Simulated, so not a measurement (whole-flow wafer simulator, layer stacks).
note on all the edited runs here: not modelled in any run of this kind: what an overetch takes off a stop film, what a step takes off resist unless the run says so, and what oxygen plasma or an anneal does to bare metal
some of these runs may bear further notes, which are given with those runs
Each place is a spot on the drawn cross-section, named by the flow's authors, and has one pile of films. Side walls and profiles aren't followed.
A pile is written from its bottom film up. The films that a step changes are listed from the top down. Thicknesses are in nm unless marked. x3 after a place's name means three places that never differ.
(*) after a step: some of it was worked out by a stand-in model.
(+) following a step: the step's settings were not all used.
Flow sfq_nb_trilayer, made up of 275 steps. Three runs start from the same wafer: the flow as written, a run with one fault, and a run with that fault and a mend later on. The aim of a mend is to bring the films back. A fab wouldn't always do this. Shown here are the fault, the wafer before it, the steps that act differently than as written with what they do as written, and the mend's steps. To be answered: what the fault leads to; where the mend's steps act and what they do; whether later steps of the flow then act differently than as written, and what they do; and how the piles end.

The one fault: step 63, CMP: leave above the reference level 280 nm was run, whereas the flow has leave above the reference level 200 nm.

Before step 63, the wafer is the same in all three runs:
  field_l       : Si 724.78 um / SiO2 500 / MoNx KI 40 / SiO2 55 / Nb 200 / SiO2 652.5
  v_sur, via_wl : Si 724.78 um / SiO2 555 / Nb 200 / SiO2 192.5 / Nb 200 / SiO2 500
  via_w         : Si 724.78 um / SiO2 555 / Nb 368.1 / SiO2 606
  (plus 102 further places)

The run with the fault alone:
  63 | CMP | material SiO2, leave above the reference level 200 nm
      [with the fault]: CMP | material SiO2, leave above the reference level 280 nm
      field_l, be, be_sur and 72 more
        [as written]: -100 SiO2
        [with the fault]: -20 SiO2
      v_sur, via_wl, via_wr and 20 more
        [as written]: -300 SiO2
        [with the fault]: -220 SiO2
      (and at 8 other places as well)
  Steps later in the flow that act otherwise than as written (not shown: 4 more steps that differ only slightly, by at most 2% or 0.5 nm, whichever is larger):
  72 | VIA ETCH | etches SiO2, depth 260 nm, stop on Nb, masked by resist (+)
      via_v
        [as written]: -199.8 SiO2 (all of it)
        [with the fault]: -260 SiO2
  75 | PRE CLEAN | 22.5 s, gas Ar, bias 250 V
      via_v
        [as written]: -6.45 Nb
        [with the fault]: -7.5 SiO2
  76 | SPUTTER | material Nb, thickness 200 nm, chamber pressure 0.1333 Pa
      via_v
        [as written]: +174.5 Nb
        [with the fault]: +163.1 Nb (new film)
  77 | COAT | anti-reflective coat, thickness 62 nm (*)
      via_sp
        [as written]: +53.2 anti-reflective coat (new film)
        [with the fault]: +51.9 anti-reflective coat (new film)
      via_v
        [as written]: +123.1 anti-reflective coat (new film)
        [with the fault]: +136.1 anti-reflective coat (new film)
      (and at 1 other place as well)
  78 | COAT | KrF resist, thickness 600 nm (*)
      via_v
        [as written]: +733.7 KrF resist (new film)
        [with the fault]: +783.4 KrF resist (new film)
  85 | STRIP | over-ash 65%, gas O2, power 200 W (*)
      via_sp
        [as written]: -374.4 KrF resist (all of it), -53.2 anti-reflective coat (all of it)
        [with the fault]: -370.4 KrF resist (all of it), -51.9 anti-reflective coat (all of it)
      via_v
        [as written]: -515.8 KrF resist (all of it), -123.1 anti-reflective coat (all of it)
        [with the fault]: -565.3 KrF resist (all of it), -136.1 anti-reflective coat (all of it)
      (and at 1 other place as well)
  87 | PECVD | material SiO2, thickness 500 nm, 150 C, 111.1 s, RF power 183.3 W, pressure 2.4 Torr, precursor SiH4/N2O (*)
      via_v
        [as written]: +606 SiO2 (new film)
        [with the fault]: +678.7 SiO2 (new film)
  At field_l, v_sur, via_wl and 103 more, the piles at the end differ from the flow's by more than 2% or 0.5 nm, whichever is larger.
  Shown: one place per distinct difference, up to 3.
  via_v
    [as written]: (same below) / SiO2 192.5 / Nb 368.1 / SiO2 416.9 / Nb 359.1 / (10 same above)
    [with the fault]: (same below) / SiO2 192.5 / Nb 200 / SiO2 12.3 / Nb 163.1 / SiO2 489.6 / Nb 359.1 / (10 same above)
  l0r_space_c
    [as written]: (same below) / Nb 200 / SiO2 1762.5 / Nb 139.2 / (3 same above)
    [with the fault]: (same below) / Nb 200 / SiO2 1842.5 / Nb 139.2 / (3 same above)
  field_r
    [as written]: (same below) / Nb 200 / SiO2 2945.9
    [with the fault]: (same below) / Nb 200 / SiO2 3025.9

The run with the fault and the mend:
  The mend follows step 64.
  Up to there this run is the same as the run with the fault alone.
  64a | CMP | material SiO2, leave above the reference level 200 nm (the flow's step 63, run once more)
      field_l, v_sur, via_wl and 103 more
        -80 SiO2
  Every later step of the flow that is run acts as written at every place that is followed.
  The piles end the same as the flow's at every place that both follow.
